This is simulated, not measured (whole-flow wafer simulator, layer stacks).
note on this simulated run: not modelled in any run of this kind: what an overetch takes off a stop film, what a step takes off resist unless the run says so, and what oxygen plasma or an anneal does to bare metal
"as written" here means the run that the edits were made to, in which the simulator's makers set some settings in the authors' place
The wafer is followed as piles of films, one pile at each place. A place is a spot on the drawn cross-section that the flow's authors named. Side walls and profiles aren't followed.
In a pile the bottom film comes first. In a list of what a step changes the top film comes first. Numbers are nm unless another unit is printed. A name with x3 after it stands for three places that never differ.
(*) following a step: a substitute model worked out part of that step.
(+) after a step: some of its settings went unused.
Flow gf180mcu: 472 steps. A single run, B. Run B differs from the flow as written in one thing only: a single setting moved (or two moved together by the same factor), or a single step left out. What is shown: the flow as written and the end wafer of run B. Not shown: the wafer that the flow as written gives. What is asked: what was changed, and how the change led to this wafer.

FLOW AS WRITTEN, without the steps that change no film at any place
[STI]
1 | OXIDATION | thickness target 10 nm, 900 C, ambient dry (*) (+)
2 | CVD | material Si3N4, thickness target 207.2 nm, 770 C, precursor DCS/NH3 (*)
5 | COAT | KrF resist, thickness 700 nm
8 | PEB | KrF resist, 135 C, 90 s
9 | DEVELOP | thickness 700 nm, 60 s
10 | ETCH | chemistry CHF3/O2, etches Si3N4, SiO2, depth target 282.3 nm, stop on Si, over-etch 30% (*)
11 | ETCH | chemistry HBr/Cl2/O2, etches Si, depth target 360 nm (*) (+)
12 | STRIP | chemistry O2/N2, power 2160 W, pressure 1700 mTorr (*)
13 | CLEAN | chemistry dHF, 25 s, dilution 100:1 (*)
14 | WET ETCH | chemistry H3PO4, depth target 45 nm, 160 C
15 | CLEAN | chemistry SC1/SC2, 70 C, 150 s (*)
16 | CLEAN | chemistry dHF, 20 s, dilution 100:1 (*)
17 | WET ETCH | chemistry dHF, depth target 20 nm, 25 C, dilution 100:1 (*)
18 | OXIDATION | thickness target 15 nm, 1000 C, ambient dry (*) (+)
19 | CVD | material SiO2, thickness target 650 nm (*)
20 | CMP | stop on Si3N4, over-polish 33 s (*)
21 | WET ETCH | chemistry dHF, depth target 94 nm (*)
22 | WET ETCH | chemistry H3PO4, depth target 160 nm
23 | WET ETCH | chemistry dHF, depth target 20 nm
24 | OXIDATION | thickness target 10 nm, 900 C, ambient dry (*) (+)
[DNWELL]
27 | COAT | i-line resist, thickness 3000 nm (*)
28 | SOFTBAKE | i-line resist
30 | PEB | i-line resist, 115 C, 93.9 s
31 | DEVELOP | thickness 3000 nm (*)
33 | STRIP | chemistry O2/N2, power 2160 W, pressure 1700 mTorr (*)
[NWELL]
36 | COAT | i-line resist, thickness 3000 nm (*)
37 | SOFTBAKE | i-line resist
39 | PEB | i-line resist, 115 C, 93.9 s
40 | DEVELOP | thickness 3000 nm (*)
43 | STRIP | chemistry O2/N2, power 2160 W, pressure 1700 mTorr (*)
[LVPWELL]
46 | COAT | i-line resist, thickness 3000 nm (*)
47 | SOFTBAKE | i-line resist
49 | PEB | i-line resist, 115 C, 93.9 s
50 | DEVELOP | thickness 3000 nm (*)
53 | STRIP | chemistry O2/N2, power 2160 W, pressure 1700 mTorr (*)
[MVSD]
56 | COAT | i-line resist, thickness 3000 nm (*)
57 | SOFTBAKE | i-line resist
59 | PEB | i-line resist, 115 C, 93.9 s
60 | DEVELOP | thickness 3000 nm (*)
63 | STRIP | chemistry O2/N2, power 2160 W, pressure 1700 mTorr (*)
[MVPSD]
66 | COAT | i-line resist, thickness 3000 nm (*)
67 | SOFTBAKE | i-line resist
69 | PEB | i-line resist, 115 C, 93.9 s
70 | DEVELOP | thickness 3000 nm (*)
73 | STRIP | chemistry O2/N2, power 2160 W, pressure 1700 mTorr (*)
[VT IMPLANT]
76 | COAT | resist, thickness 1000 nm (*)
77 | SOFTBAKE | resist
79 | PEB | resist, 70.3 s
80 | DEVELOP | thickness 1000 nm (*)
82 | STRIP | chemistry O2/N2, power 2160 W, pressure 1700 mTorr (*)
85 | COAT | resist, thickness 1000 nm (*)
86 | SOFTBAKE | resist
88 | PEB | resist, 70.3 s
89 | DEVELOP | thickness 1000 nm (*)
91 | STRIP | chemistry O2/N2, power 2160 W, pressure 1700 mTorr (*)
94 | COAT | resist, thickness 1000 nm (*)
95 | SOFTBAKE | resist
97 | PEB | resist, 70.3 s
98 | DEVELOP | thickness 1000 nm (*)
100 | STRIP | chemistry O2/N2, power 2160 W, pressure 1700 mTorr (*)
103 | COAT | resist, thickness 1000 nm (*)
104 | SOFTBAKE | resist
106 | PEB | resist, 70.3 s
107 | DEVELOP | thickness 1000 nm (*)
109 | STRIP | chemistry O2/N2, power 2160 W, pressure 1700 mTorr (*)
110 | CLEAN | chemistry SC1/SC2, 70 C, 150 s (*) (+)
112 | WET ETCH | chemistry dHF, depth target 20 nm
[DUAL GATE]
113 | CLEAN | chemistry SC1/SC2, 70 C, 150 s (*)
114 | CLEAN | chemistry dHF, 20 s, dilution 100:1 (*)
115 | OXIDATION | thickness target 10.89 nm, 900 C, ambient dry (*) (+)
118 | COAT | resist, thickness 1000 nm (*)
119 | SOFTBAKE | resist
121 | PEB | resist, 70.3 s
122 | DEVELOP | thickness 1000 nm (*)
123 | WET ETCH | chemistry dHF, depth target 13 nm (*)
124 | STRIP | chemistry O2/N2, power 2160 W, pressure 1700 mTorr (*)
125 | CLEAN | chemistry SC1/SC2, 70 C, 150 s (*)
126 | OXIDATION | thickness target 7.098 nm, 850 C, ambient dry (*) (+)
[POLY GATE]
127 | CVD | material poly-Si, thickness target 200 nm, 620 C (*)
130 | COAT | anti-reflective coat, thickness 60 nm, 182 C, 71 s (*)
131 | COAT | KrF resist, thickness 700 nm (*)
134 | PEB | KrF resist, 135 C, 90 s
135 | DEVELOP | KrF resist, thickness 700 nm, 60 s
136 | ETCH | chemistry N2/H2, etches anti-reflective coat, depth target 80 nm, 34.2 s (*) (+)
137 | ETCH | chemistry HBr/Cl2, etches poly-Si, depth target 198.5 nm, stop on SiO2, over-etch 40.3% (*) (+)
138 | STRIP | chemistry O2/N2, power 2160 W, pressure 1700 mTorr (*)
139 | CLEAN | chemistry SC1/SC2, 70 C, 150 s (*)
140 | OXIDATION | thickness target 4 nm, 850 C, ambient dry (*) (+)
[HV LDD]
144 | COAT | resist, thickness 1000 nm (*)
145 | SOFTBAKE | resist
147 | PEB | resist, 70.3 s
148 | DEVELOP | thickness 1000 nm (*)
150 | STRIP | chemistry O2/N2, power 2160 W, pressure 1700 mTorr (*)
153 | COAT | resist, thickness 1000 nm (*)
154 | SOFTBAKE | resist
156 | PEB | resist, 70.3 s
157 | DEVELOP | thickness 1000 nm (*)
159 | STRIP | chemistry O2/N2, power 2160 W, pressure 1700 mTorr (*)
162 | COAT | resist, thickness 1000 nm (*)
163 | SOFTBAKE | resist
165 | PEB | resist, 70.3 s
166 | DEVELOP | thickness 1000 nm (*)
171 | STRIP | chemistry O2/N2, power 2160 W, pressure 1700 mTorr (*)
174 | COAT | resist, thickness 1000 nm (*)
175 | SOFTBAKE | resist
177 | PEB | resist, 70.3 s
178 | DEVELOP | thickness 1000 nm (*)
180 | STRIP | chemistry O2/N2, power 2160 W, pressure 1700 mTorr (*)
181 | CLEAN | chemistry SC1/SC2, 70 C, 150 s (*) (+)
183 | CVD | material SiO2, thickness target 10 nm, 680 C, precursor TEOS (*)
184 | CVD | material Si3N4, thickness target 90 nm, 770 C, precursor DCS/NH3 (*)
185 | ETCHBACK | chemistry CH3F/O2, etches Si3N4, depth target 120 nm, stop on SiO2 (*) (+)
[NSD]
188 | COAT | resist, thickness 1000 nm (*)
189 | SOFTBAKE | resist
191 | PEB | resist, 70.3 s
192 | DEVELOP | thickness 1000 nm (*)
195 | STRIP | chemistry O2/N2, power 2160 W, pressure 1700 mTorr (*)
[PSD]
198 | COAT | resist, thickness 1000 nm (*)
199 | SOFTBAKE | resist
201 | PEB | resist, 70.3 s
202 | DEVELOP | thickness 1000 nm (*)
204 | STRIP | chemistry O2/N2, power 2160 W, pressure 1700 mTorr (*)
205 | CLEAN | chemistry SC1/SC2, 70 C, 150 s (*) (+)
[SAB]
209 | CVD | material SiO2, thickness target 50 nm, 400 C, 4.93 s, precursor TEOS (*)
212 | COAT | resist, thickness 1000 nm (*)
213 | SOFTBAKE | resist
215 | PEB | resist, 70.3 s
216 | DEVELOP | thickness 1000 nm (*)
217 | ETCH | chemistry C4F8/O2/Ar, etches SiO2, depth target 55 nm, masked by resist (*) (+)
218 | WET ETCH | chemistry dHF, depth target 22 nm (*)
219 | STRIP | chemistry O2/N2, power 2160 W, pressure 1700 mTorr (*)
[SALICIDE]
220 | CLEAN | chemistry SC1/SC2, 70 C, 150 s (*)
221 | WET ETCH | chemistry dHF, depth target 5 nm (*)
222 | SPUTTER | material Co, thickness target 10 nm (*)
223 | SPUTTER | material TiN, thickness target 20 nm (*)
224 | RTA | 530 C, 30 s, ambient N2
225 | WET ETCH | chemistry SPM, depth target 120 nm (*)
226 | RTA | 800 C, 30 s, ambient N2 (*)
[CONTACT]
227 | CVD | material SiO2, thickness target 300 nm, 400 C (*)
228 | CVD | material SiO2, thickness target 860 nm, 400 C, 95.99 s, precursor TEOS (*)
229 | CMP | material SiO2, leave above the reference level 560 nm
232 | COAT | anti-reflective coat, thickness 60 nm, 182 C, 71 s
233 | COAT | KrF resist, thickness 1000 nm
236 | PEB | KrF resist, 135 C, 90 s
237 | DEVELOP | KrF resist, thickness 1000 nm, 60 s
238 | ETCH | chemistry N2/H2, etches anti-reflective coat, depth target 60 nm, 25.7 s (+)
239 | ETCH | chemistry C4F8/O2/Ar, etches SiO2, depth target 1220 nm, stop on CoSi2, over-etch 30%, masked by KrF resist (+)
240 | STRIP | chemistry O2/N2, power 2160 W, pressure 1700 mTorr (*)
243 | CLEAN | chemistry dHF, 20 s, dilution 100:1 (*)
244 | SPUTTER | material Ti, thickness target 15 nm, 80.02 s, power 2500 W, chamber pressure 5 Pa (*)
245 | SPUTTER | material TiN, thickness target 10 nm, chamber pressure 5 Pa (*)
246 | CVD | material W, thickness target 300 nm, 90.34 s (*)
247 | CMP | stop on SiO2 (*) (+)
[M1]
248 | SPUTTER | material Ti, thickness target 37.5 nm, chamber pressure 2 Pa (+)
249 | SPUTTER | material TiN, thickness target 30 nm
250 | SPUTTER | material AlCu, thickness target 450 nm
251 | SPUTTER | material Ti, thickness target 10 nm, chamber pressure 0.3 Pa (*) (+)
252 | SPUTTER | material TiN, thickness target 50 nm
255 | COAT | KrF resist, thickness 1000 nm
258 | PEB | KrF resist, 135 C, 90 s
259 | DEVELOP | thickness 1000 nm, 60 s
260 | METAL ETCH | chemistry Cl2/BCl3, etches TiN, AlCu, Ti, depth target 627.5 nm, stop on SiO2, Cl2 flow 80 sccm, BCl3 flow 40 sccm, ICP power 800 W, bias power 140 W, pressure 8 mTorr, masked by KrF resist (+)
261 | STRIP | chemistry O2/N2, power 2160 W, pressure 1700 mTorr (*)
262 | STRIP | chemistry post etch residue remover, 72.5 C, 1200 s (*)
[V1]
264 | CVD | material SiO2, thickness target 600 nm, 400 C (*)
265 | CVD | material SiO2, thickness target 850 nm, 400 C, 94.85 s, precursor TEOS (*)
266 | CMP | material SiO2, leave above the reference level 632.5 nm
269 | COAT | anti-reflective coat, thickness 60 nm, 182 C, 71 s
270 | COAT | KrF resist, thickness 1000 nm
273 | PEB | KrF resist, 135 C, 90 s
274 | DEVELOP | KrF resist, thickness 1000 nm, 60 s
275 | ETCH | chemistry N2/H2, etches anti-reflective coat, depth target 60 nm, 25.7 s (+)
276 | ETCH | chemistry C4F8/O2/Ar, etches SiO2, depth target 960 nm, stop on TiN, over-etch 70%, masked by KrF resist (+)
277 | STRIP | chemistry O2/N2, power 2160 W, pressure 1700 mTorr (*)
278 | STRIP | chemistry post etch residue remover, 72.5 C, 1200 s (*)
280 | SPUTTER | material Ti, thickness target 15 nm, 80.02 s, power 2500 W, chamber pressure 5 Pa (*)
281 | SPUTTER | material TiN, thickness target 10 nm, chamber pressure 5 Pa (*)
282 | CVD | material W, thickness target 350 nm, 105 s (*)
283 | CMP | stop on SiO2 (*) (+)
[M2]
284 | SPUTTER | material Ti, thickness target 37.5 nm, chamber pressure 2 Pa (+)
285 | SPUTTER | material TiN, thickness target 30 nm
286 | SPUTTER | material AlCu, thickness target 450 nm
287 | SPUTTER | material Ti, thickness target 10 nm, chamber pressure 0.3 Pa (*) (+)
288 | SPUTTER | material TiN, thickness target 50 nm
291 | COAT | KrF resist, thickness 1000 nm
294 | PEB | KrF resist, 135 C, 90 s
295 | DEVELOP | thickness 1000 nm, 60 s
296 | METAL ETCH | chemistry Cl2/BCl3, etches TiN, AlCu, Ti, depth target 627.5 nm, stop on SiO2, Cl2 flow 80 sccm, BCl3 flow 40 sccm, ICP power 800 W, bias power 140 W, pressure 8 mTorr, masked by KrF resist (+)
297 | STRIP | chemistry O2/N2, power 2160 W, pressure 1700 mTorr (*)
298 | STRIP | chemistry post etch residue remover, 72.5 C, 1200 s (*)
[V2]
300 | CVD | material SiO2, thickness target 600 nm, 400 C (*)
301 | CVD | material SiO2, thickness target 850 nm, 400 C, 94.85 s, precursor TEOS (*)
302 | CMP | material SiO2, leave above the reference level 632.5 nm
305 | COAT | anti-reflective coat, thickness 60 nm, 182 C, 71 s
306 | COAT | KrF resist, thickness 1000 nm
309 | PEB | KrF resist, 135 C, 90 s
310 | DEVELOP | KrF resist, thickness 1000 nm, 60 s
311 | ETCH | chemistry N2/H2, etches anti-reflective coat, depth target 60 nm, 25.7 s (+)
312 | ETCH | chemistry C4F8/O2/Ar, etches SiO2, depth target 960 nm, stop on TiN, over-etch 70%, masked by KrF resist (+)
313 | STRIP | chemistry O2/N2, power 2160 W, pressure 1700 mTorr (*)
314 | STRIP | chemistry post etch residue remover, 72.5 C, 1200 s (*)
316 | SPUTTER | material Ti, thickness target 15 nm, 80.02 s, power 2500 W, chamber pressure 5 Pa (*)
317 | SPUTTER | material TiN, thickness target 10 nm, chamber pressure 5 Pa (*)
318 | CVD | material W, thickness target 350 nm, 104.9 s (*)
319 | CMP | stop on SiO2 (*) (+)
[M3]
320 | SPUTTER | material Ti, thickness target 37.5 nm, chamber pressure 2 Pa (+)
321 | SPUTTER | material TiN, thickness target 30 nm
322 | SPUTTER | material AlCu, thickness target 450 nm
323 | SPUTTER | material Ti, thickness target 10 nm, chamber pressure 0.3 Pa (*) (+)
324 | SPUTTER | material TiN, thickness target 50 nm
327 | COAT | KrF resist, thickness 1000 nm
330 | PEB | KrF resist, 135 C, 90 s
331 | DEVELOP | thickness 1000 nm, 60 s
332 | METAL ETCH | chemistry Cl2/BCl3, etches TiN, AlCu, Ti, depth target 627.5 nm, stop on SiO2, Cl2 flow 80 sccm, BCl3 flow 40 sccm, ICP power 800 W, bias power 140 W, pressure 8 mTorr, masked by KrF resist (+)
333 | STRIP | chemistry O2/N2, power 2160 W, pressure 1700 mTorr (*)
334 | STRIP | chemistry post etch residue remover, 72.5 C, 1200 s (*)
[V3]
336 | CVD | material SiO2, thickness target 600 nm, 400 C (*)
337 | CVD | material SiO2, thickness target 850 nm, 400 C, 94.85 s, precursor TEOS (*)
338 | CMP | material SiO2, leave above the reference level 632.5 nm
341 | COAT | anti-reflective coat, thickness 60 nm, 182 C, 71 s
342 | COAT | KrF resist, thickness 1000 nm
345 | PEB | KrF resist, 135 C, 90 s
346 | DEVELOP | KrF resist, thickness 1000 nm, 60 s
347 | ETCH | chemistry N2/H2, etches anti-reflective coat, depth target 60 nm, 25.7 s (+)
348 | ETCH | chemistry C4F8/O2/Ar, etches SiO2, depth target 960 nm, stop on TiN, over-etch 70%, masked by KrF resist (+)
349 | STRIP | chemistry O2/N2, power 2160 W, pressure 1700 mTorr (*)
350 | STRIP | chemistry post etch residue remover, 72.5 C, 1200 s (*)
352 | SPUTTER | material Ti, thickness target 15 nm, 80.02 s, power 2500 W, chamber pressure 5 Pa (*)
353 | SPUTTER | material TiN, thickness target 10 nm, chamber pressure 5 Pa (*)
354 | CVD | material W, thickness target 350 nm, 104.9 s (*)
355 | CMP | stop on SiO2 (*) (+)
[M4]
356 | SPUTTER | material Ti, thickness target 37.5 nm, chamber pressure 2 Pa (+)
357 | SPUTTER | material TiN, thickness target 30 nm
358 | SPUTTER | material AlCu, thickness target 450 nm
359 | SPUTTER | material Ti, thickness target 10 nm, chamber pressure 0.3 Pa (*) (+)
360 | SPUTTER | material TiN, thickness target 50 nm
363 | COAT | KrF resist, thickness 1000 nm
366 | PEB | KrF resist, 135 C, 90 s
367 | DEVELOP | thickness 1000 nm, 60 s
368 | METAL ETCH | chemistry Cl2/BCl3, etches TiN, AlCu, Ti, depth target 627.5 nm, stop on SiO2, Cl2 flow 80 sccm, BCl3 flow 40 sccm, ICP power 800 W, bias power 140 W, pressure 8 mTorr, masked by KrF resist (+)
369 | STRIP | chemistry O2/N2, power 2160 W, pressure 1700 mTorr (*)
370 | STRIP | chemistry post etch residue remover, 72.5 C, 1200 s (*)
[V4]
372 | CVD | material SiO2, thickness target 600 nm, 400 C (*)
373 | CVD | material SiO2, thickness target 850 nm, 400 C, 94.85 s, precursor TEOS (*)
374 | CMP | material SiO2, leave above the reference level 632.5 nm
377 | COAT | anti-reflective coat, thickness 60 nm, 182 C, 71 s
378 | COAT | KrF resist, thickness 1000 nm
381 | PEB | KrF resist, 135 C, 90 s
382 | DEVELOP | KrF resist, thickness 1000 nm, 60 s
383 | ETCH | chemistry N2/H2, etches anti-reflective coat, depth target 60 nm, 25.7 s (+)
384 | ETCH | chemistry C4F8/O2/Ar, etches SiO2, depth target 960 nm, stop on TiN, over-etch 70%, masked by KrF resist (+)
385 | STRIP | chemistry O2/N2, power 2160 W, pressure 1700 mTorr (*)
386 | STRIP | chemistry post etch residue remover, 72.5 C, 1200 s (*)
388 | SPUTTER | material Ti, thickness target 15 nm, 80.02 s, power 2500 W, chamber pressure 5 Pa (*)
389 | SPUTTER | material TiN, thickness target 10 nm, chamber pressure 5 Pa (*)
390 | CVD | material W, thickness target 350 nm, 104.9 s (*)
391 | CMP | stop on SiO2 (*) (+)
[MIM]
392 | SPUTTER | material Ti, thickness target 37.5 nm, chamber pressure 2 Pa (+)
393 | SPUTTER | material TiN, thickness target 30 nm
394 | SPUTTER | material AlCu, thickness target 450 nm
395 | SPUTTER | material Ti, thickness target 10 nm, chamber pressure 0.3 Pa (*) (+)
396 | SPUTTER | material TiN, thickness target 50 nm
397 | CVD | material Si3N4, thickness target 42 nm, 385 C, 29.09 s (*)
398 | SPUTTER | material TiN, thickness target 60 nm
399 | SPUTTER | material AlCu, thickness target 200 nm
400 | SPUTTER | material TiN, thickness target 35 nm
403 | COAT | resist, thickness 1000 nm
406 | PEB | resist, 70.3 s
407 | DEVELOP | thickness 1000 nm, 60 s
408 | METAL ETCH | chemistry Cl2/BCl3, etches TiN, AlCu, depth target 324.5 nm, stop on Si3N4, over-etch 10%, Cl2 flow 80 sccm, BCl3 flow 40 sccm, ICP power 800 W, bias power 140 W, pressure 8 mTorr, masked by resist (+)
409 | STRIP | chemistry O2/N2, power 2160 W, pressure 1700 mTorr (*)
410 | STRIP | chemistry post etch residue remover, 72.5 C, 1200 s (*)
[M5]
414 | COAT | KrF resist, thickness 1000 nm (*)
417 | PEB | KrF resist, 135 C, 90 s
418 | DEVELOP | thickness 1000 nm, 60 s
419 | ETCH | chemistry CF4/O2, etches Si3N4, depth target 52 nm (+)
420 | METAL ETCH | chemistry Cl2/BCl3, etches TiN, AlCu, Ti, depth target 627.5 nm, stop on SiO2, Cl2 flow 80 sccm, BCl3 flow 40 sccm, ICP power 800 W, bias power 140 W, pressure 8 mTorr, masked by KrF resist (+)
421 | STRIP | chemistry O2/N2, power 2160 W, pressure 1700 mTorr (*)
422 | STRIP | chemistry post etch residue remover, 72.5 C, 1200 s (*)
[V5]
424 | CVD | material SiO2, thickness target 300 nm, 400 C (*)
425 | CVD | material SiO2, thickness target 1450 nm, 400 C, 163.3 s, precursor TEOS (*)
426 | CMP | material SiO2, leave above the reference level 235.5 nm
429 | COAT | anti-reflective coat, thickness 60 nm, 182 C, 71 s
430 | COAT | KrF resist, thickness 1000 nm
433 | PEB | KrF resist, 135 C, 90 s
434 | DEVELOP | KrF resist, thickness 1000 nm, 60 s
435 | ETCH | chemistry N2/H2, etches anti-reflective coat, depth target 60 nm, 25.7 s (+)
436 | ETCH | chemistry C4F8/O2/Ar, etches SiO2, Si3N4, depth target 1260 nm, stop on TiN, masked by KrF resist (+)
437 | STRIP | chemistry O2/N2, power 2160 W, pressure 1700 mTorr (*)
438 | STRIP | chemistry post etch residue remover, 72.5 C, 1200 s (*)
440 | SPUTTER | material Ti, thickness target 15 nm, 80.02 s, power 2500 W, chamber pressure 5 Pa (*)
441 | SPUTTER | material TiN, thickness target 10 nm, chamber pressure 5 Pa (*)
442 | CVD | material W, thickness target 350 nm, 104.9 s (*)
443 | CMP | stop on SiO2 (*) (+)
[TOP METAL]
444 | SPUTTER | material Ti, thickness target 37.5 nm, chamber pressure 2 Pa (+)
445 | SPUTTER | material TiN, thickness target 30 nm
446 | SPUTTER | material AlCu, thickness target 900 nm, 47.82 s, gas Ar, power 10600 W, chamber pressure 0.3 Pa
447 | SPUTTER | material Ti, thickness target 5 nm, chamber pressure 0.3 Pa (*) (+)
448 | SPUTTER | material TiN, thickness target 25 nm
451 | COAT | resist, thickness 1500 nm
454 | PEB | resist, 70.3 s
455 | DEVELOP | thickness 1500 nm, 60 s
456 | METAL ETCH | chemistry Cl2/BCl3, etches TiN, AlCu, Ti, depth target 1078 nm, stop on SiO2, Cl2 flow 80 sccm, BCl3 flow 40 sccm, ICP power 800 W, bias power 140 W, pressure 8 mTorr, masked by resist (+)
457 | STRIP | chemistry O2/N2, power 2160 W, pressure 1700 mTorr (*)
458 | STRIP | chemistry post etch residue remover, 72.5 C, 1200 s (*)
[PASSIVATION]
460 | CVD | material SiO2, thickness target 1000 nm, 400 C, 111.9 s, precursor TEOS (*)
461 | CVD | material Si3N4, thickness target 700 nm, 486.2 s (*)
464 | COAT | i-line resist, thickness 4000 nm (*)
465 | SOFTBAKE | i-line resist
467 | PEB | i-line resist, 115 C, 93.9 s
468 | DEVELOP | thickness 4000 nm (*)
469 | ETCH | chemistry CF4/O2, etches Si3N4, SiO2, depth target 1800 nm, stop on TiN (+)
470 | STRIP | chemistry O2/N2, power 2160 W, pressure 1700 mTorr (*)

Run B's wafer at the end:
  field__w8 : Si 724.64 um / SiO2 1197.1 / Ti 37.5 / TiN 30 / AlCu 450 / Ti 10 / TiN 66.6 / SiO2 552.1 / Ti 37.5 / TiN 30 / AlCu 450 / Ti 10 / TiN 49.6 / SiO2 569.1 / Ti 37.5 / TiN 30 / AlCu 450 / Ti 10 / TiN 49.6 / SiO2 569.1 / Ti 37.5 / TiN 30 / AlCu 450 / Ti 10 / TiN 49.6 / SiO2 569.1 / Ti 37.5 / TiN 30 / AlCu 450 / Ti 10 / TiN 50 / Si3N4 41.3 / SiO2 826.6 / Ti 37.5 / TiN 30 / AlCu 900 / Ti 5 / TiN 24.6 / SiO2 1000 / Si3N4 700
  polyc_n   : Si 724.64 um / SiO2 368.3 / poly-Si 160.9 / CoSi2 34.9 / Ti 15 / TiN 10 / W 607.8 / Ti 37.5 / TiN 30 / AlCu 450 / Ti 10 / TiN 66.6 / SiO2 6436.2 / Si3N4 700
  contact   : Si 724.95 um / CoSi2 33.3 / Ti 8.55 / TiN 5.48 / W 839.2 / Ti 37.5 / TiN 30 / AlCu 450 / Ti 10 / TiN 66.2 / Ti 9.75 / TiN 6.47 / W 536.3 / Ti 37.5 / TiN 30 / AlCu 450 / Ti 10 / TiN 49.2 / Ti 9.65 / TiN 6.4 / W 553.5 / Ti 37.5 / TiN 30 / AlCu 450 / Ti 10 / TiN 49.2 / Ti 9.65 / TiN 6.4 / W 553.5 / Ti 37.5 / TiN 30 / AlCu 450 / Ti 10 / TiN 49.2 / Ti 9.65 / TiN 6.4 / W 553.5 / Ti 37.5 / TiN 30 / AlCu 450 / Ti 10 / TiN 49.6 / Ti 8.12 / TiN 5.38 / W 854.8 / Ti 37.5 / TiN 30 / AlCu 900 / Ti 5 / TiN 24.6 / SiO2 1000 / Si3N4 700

The reason: step 252, SPUTTER: thickness target 67 nm was run, whereas the flow has thickness target 50 nm.

The path from the change to this, step by step:
  252 | SPUTTER | material TiN, thickness target 50 nm
      field, field__w1, field__w2 and 108 more: TiN gains 67 (new film) (it would be, as written: TiN gains 50 (new film))
  260 | METAL ETCH | chemistry Cl2/BCl3, etches TiN, AlCu, Ti, depth target 627.5 nm, stop on SiO2, Cl2 flow 80 sccm, BCl3 flow 40 sccm, ICP power 800 W, bias power 140 W, pressure 8 mTorr, masked by KrF resist (+)
      field, field__w1, field__w2 and 99 more: TiN loses 67 (all of it), Ti loses 10 (all of it), AlCu loses 450 (all of it), TiN loses 30 (all of it), Ti loses 37.5 (all of it) (it would be, as written: TiN loses 50 (all of it), Ti loses 10 (all of it), AlCu loses 450 (all of it), TiN loses 30 (all of it), Ti loses 37.5 (all of it))
  276 | ETCH | chemistry C4F8/O2/Ar, etches SiO2, depth target 960 nm, stop on TiN, over-etch 70%, masked by KrF resist (+)
      contact: SiO2 loses 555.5 (all of it) (it would be, as written: SiO2 loses 572.5 (all of it))
